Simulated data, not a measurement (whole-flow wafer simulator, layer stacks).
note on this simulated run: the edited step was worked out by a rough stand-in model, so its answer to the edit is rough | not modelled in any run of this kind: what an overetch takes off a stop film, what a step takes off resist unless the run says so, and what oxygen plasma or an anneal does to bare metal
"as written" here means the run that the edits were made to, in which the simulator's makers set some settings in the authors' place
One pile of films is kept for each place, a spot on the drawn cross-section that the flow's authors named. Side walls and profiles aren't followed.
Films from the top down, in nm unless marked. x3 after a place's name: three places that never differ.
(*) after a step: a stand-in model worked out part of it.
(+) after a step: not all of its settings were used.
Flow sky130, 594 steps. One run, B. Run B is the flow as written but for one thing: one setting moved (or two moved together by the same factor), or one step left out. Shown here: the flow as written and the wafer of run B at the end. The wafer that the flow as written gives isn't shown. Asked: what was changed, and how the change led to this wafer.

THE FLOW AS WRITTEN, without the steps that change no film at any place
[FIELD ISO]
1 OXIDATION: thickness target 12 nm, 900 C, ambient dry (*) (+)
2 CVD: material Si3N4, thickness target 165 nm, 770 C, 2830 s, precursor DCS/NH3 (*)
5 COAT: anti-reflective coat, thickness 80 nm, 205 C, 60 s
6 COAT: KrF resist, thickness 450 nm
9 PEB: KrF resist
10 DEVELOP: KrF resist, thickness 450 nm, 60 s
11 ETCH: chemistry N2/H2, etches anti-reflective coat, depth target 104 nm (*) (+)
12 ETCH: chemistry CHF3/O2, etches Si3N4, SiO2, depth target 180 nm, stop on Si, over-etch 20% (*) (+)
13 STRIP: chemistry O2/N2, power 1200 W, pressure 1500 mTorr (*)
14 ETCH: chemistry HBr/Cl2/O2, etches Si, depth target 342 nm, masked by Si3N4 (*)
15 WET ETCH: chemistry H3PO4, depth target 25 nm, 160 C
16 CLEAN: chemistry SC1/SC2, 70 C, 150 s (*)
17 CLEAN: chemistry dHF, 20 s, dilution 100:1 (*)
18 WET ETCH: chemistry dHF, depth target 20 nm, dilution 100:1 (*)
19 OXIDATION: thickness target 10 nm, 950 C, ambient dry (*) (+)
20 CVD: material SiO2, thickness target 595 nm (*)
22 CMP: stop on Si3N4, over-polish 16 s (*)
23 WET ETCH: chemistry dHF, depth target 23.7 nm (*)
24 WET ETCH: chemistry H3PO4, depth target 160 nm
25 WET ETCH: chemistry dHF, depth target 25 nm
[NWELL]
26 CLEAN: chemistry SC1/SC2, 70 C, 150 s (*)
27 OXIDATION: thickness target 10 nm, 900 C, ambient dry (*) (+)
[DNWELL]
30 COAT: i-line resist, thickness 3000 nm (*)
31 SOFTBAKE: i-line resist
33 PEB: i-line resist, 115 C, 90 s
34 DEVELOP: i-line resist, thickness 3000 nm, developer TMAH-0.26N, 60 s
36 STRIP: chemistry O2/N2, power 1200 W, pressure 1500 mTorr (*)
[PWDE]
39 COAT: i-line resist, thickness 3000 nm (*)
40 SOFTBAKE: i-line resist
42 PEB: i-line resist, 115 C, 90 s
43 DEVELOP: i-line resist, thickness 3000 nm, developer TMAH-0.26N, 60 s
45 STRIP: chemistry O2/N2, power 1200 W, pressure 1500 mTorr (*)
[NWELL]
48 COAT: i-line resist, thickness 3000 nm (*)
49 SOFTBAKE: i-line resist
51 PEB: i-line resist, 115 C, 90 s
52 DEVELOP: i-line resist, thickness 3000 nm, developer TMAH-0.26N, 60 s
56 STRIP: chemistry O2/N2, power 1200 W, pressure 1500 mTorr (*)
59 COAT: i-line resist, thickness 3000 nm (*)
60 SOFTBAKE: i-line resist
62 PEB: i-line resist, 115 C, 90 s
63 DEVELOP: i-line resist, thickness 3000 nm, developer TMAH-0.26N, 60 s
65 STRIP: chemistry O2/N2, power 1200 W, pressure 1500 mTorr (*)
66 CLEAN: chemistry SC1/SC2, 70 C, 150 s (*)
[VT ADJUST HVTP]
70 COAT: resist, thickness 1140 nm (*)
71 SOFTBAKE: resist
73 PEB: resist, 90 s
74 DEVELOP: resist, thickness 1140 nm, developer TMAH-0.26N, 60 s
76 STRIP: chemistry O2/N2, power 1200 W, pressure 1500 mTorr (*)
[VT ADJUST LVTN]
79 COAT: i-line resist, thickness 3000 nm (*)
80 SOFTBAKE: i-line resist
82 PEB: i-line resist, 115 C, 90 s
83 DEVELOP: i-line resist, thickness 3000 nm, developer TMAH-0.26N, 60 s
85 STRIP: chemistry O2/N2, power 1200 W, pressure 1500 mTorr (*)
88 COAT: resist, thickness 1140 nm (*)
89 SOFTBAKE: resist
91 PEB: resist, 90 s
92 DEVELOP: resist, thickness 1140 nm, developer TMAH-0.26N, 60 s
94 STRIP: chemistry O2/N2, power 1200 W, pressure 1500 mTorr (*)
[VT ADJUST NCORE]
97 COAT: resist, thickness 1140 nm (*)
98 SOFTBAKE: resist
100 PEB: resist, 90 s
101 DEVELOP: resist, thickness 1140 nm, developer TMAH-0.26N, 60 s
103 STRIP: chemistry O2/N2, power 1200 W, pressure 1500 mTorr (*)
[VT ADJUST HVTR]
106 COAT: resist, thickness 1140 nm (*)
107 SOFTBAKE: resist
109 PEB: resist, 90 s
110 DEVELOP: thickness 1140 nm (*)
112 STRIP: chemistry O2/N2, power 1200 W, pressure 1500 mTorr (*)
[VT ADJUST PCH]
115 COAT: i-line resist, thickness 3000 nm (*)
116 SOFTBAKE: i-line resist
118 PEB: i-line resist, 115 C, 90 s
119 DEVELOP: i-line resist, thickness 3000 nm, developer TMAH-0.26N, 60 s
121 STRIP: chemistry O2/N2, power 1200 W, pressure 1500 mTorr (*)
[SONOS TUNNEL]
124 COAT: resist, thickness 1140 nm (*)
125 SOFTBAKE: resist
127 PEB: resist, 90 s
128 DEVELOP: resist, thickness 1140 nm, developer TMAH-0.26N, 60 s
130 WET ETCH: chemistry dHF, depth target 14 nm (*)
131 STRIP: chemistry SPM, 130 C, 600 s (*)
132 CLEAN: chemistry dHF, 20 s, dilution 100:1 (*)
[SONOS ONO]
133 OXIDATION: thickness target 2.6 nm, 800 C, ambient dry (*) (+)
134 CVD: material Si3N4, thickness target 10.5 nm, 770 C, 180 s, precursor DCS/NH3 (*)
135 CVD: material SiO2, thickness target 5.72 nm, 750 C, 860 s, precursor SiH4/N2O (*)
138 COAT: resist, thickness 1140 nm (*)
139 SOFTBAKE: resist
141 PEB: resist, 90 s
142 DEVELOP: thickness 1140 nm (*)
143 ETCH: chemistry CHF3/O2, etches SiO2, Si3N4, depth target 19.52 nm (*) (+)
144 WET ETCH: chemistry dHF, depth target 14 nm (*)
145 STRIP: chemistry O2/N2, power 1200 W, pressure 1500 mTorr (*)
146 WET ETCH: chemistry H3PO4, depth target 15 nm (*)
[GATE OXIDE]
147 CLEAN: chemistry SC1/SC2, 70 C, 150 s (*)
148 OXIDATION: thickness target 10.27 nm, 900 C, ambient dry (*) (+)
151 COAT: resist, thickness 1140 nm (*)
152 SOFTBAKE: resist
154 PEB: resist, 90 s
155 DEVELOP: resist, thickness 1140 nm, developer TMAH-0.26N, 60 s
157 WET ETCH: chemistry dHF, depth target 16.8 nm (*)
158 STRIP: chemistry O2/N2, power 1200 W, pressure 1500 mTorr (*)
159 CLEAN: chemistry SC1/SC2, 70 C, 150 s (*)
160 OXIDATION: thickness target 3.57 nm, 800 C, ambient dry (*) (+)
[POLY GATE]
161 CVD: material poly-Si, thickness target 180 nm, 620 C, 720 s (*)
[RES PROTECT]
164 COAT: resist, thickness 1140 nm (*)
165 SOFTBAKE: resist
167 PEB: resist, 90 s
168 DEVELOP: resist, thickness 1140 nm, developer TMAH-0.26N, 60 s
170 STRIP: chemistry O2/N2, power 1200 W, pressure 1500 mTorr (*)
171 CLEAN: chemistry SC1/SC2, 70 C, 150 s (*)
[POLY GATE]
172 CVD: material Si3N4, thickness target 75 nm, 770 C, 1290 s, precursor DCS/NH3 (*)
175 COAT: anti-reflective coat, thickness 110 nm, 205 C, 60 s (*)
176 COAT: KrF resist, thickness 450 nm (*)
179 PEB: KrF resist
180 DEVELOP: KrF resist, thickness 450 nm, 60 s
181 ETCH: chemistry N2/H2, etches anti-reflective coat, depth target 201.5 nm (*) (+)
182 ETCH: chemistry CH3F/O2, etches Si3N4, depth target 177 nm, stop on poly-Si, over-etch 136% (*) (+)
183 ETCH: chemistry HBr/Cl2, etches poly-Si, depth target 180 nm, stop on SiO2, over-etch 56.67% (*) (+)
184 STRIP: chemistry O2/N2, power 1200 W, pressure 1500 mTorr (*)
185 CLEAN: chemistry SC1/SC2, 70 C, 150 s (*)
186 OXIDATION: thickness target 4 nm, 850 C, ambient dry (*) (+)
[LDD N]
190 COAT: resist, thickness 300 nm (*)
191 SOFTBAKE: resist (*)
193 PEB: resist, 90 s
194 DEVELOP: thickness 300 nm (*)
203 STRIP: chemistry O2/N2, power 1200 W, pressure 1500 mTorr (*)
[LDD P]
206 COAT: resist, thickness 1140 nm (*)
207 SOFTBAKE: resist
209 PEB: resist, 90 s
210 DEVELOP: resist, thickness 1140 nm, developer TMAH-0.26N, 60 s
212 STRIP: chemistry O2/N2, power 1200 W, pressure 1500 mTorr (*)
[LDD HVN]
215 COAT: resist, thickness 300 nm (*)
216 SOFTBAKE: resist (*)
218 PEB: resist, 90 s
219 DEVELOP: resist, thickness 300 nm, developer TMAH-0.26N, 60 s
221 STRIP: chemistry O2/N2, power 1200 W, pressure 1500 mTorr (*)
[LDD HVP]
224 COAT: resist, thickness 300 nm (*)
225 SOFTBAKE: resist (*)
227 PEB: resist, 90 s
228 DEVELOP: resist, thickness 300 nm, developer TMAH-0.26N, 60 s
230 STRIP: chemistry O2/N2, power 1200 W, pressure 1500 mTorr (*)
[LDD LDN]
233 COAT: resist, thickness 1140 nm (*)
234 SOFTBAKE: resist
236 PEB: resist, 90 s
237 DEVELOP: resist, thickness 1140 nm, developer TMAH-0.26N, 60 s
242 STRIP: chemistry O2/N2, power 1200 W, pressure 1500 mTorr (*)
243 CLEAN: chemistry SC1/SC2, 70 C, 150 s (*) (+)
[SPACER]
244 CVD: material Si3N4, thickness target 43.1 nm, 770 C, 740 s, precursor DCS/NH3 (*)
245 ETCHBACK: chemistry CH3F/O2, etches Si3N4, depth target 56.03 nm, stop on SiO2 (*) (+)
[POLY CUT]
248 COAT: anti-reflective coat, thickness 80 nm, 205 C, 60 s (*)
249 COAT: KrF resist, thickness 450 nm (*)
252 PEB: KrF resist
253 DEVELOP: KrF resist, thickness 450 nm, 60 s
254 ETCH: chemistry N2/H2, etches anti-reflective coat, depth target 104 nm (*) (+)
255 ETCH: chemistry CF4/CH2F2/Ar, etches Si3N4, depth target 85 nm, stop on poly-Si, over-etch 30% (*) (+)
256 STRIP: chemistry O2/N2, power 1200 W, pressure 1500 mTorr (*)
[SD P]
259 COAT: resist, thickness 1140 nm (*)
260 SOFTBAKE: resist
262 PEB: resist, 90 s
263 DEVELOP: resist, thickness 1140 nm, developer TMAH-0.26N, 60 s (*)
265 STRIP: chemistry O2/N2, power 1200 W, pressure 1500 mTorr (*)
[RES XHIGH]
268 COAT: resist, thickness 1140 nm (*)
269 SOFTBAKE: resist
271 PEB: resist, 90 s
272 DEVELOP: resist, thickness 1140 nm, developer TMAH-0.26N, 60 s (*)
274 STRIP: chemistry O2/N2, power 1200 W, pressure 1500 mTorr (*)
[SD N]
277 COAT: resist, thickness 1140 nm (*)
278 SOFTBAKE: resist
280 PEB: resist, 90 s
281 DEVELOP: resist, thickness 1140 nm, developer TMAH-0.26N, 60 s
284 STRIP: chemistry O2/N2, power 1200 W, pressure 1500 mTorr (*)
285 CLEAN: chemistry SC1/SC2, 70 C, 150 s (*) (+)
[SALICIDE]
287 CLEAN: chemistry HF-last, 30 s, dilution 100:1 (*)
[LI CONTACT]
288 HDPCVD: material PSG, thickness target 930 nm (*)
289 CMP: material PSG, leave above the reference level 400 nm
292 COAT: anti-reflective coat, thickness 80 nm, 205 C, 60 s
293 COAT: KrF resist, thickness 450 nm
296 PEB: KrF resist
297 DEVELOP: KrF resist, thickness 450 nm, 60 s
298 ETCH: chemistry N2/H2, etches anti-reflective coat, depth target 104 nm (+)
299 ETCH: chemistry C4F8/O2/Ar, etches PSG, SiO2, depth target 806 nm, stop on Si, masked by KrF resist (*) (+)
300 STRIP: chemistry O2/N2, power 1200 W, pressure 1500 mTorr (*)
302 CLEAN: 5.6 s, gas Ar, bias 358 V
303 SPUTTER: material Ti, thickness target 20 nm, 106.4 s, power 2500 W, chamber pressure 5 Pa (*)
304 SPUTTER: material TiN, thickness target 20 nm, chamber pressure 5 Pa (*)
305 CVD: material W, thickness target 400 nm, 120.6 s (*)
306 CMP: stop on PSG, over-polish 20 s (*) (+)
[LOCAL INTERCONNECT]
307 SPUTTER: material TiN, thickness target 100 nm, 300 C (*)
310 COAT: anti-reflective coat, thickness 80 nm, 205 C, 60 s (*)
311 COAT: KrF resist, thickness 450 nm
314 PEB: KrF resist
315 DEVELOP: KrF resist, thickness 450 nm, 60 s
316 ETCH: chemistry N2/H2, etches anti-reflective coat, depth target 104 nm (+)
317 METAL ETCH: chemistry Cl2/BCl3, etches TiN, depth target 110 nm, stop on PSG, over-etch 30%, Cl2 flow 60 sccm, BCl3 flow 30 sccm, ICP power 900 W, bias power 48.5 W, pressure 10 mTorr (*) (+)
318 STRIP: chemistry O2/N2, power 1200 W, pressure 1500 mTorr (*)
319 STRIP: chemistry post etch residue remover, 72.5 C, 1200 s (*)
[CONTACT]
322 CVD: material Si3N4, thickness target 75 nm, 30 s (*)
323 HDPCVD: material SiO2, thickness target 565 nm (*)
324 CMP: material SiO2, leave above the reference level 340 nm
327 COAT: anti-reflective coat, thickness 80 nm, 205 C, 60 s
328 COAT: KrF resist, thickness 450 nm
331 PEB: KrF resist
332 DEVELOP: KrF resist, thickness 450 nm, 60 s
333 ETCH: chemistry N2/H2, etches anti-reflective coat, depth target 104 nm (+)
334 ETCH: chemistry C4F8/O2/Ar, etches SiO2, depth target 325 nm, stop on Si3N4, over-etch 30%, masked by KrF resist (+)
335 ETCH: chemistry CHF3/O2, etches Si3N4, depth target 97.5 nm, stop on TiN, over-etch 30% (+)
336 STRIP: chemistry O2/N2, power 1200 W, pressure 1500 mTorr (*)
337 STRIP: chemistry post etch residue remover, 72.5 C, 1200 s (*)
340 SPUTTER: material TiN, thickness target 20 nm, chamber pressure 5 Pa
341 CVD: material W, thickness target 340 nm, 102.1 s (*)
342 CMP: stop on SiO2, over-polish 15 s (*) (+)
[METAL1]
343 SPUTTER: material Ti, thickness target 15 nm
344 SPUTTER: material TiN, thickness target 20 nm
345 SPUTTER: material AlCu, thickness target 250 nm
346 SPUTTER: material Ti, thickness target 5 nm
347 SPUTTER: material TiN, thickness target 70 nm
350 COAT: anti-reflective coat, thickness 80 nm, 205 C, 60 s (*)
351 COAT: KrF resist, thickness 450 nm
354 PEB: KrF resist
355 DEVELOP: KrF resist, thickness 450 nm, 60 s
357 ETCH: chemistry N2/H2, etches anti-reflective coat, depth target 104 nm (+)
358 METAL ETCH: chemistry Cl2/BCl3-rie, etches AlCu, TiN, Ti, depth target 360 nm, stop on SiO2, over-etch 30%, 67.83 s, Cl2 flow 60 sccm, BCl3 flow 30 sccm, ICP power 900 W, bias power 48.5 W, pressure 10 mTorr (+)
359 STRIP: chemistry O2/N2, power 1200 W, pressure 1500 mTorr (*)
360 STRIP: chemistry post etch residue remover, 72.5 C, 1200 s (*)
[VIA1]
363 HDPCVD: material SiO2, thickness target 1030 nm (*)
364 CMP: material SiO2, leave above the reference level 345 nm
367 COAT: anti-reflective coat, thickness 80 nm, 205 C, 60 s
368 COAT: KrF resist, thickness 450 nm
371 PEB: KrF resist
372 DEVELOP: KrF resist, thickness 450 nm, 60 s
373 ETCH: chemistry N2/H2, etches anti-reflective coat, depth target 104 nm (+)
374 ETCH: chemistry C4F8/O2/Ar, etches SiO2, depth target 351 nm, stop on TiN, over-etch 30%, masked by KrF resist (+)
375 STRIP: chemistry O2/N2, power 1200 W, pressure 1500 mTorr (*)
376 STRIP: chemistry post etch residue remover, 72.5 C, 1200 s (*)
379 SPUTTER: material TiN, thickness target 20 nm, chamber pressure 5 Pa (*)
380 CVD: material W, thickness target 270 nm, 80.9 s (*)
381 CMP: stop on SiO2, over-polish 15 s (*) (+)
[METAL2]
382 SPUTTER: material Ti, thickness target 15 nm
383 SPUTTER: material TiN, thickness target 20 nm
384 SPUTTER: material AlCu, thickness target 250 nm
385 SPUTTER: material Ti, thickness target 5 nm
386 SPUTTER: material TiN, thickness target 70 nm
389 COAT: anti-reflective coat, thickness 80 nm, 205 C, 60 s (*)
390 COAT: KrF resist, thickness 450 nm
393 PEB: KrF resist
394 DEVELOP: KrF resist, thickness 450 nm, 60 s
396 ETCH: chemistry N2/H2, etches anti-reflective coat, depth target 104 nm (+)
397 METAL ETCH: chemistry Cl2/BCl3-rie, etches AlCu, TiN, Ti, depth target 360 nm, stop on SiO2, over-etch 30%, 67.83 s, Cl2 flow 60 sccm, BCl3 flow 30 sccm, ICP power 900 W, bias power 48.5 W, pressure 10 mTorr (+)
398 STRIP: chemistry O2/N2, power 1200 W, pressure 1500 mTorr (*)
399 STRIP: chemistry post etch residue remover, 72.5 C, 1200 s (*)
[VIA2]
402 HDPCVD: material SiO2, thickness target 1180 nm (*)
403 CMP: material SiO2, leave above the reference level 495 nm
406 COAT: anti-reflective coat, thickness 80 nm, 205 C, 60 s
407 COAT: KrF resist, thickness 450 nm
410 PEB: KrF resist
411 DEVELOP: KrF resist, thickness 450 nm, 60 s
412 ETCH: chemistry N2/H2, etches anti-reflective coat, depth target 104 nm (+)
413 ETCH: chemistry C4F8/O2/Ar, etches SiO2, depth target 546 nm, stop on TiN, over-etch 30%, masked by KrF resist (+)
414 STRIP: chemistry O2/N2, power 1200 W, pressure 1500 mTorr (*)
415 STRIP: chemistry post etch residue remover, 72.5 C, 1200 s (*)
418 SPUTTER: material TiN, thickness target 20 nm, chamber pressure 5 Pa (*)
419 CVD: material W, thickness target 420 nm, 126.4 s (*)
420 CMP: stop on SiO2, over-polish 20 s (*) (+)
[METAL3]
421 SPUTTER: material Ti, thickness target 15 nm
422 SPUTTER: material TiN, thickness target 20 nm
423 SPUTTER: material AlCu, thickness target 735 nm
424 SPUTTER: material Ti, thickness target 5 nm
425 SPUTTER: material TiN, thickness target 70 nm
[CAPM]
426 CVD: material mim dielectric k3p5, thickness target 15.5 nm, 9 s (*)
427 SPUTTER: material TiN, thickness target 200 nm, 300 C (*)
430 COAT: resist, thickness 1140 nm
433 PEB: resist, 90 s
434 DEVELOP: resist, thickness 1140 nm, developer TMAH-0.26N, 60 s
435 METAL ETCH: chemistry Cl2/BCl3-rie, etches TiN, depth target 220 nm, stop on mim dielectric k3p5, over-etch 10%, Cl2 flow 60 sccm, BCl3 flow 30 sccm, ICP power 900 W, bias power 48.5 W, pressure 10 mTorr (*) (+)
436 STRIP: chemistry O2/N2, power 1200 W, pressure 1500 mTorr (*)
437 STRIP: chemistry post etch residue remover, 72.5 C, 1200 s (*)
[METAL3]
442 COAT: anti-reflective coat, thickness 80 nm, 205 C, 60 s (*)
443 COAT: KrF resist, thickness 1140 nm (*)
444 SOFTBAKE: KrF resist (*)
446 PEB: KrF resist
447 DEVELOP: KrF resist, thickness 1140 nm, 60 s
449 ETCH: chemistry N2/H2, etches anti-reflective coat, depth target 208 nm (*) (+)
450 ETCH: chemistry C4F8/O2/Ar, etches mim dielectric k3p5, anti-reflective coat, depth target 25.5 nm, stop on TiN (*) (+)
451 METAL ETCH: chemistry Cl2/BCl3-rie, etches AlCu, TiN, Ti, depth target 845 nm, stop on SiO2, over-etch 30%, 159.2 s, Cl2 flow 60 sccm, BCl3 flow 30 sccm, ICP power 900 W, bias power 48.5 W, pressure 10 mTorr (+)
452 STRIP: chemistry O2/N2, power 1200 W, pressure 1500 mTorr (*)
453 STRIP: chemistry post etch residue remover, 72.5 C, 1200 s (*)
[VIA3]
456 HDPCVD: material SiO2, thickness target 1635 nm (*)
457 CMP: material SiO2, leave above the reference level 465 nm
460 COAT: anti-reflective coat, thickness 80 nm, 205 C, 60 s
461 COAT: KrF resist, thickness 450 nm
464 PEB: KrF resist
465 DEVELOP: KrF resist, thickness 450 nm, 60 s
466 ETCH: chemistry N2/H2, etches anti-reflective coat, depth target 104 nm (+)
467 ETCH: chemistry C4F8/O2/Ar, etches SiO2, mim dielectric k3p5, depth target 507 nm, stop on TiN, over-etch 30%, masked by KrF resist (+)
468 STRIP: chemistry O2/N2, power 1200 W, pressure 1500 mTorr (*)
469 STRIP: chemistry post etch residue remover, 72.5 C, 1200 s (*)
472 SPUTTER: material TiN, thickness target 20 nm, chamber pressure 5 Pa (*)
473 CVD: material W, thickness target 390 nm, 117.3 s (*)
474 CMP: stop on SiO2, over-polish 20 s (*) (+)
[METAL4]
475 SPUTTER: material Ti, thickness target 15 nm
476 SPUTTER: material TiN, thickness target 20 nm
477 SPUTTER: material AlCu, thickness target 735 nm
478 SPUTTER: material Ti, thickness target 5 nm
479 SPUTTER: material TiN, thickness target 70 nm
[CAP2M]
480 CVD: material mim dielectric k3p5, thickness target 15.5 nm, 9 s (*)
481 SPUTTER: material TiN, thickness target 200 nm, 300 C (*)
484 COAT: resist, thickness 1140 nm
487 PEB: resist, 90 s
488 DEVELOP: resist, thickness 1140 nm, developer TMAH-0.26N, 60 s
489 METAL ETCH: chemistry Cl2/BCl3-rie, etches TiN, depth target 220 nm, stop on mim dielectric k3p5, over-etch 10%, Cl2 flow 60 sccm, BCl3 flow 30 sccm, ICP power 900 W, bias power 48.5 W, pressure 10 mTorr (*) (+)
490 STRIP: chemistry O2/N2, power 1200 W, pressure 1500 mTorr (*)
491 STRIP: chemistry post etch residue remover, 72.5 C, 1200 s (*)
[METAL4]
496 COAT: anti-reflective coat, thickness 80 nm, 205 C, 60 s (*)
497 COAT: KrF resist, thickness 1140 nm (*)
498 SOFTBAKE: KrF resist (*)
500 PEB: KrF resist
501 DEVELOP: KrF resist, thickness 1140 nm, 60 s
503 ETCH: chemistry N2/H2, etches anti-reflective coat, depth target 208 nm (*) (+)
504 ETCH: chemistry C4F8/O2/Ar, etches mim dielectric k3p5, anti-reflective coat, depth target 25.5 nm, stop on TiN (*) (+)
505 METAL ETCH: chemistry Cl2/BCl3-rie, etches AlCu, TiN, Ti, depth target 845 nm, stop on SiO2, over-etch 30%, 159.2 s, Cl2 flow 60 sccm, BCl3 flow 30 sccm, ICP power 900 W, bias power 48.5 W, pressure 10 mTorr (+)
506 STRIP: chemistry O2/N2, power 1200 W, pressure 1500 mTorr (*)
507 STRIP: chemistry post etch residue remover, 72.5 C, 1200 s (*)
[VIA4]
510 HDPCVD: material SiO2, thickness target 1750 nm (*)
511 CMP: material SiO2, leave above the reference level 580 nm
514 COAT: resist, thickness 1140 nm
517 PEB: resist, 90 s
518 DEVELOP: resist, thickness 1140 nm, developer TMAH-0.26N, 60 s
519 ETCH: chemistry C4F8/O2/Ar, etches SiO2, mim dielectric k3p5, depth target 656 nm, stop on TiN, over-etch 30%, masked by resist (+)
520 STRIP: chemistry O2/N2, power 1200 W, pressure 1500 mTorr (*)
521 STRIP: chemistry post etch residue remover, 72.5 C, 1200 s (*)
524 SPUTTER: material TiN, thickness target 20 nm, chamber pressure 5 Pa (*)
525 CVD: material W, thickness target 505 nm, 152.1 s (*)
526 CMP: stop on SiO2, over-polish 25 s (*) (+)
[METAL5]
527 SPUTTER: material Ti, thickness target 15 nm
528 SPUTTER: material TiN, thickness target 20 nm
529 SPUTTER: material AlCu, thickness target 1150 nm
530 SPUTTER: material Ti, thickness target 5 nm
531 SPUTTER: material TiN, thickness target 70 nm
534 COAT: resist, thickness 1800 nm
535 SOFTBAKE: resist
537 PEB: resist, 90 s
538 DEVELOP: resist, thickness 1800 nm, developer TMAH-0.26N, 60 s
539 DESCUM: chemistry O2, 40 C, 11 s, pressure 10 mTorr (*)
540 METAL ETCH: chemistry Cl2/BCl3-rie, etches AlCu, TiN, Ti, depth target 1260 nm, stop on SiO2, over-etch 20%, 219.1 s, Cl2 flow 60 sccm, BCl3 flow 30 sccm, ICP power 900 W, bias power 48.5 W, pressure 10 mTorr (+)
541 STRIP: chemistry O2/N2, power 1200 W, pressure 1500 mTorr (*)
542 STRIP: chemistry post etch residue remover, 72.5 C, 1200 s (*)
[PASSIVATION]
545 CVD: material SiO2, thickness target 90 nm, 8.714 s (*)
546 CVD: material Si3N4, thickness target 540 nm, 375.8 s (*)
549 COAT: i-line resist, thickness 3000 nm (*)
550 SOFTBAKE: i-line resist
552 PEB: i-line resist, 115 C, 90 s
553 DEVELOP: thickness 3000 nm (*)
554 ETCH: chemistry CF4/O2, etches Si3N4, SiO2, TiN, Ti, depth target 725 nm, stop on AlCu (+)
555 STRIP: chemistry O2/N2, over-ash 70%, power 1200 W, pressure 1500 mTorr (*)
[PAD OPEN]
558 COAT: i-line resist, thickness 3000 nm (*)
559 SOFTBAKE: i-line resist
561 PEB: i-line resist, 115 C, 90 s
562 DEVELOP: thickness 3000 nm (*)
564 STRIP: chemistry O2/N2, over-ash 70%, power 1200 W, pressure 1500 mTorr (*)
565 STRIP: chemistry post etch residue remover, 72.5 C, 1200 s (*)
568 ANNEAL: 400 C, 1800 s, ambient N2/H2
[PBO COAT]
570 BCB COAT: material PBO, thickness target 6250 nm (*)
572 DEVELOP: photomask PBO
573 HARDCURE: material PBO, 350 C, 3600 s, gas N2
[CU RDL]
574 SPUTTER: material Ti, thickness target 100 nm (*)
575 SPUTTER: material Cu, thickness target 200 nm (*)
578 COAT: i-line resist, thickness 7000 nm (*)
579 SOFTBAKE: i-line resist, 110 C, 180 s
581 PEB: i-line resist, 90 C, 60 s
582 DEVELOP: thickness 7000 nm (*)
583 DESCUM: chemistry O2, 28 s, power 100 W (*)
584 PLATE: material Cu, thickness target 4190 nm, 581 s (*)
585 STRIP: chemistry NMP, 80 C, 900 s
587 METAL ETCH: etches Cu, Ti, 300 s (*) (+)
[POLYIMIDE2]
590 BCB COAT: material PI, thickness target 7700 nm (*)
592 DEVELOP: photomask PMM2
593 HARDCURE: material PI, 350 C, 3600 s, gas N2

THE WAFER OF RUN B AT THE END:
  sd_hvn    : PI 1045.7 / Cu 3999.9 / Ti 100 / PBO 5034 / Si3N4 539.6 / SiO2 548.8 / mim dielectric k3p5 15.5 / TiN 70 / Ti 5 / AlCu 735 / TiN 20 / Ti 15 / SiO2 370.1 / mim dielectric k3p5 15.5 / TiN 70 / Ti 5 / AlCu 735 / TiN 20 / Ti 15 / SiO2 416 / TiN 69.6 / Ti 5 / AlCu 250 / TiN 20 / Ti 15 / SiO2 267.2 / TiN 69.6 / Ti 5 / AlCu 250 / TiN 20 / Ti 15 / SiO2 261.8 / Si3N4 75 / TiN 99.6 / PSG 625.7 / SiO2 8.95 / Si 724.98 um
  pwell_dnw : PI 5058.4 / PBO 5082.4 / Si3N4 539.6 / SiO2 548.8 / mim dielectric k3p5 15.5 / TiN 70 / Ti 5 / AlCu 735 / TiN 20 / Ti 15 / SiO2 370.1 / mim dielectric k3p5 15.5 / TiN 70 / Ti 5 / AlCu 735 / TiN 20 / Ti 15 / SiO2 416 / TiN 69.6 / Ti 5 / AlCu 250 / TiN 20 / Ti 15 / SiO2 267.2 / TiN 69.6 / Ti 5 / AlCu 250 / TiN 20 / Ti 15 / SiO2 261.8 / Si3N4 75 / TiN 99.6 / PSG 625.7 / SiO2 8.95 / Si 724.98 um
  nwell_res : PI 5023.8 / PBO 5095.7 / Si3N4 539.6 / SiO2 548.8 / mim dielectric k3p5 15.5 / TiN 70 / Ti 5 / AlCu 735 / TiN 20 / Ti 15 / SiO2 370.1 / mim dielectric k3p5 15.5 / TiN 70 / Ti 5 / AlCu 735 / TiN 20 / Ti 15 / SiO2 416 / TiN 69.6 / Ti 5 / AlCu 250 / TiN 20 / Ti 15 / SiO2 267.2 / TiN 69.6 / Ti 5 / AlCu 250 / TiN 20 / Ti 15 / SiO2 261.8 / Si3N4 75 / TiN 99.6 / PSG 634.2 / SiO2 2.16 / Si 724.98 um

The cause: step 186, OXIDATION: thickness target 5 nm was run, where the flow has thickness target 4 nm.

How the change led to this, step by step:
  186 OXIDATION: thickness target 4 nm, 850 C, ambient dry (*) (+)
      active, p_well, spacer and 26 more: SiO2 +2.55, Si -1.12 (as written it would be: SiO2 +1.55, Si -0.68)
      pwell_dnw, sd_hvn, dext_ntap_nw and 17 more: SiO2 +1.91, Si -0.84 (as written it would be: SiO2 +1.12, Si -0.49)
      (and at 1 more place)
  248 COAT: anti-reflective coat, thickness 80 nm, 205 C, 60 s (*)
      gate_p_g5v0: anti-reflective coat +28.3 (new film) (as written it would be: anti-reflective coat +27.6 (new film))
  256 STRIP: chemistry O2/N2, power 1200 W, pressure 1500 mTorr (*)
      gate_p_g5v0: KrF resist -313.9 (all of it), anti-reflective coat -28.3 (all of it) (as written it would be: KrF resist -314.3 (all of it), anti-reflective coat -27.6 (all of it))
  299 ETCH: chemistry C4F8/O2/Ar, etches PSG, SiO2, depth target 806 nm, stop on Si, masked by KrF resist (*) (+)
      contact, ndiff_licon, ndiff_licon_cpp: PSG -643 (all of it), SiO2 -2.16 (all of it) (as written it would be: PSG -643.6 (all of it), SiO2 -1.16 (all of it))
